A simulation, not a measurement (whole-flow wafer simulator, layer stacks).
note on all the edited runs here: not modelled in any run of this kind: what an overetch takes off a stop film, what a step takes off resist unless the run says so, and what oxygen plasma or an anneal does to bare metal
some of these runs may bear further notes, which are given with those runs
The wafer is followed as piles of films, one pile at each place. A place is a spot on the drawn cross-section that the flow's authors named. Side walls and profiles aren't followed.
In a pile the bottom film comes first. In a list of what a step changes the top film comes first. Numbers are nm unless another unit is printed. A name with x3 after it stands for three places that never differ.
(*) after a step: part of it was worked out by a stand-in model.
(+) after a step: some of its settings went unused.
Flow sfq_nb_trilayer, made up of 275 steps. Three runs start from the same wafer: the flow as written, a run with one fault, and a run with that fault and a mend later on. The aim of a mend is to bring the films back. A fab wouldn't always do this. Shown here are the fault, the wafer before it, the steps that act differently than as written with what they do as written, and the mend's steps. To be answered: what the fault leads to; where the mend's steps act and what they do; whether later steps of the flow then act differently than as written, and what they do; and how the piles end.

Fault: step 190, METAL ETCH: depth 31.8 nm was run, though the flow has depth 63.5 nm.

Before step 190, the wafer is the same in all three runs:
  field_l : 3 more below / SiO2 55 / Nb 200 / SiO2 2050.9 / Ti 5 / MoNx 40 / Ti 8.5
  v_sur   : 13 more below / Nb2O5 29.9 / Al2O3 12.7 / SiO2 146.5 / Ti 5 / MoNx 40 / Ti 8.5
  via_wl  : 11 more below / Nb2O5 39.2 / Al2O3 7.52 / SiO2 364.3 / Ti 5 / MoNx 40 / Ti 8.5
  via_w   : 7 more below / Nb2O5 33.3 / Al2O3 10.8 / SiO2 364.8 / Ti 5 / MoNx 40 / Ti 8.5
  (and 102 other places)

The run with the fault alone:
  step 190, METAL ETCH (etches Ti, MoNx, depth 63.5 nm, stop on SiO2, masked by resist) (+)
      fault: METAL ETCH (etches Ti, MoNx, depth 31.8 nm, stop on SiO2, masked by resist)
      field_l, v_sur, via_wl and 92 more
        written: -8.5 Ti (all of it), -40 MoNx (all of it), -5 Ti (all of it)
        fault: -8.5 Ti (all of it), -23.3 MoNx
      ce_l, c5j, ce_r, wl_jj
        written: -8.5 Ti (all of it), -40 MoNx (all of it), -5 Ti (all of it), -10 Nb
        fault: -8.5 Ti (all of it), -23.3 MoNx
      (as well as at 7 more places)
  Steps further on in the flow that do not act as written (9 other steps are not shown; they differ only slightly, by no more than 2% or 0.5 nm, whichever is larger):
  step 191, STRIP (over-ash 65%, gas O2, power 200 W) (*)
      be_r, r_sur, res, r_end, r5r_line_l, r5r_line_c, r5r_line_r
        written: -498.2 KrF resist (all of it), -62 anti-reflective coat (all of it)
        fault: -510.8 KrF resist (all of it), -62 anti-reflective coat (all of it)
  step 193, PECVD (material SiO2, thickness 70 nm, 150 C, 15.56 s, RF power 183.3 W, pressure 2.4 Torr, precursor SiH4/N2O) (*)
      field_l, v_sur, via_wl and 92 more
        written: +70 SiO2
        fault: +70 SiO2 (new film)
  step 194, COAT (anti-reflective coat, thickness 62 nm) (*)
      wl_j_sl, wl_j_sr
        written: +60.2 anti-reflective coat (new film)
        fault: +62 anti-reflective coat (new film)
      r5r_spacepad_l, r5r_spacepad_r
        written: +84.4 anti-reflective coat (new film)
        fault: +75.1 anti-reflective coat (new film)
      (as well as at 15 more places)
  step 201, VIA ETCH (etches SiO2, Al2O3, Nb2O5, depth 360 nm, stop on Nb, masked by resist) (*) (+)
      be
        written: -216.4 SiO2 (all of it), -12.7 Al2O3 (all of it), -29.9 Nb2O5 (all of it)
        fault: -69.8 SiO2 (all of it), -16.7 MoNx (all of it), -5 Ti (all of it), -146.5 SiO2 (all of it), -12.7 Al2O3 (all of it), -29.9 Nb2O5 (all of it)
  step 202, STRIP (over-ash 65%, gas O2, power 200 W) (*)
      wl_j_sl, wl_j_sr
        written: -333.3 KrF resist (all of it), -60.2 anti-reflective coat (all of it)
        fault: -333.2 KrF resist (all of it), -62 anti-reflective coat (all of it)
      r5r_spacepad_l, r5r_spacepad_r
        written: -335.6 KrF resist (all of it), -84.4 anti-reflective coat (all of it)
        fault: -334.7 KrF resist (all of it), -75.1 anti-reflective coat (all of it)
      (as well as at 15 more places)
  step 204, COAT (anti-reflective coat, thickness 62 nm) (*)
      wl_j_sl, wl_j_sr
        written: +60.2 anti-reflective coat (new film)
        fault: +62 anti-reflective coat (new film)
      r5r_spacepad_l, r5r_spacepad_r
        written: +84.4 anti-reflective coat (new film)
        fault: +75.1 anti-reflective coat (new film)
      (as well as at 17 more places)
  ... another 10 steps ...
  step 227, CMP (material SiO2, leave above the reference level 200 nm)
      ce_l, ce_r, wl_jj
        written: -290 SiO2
        fault: -300 SiO2
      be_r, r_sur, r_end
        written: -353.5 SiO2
        fault: -331.8 SiO2
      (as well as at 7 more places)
  At field_l, v_sur, via_wl and 103 more, the piles at the end differ from the flow's by more than 2% or 0.5 nm, whichever is larger.
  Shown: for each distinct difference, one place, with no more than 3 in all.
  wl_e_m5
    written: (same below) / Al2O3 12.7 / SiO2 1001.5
    fault: (same below) / Al2O3 12.7 / SiO2 146.5 / Ti 5 / MoNx 16.7 / SiO2 855
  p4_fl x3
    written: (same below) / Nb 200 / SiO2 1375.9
    fault: (same below) / Nb 200 / SiO2 520.9 / Ti 5 / MoNx 16.7 / SiO2 855
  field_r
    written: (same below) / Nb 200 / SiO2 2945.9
    fault: (same below) / Nb 200 / SiO2 2090.9 / Ti 5 / MoNx 16.7 / SiO2 855

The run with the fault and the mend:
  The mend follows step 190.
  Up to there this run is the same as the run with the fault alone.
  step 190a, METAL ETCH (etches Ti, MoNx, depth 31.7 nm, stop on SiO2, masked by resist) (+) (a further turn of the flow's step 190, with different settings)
      field_l, v_sur, via_wl and 92 more
        -16.7 MoNx (all of it), -5 Ti (all of it)
      be_r, r_sur, res, r_end, r5r_line_l, r5r_line_c, r5r_line_r
        -12.7 KrF resist
      ce_l, c5j, ce_r, wl_jj
        -16.7 MoNx (all of it), -5 Ti (all of it), -10 Nb
  Later steps of the flow that are run all act as written at every place that is followed.
  By the end, the piles equal the flow's at every place that both follow.
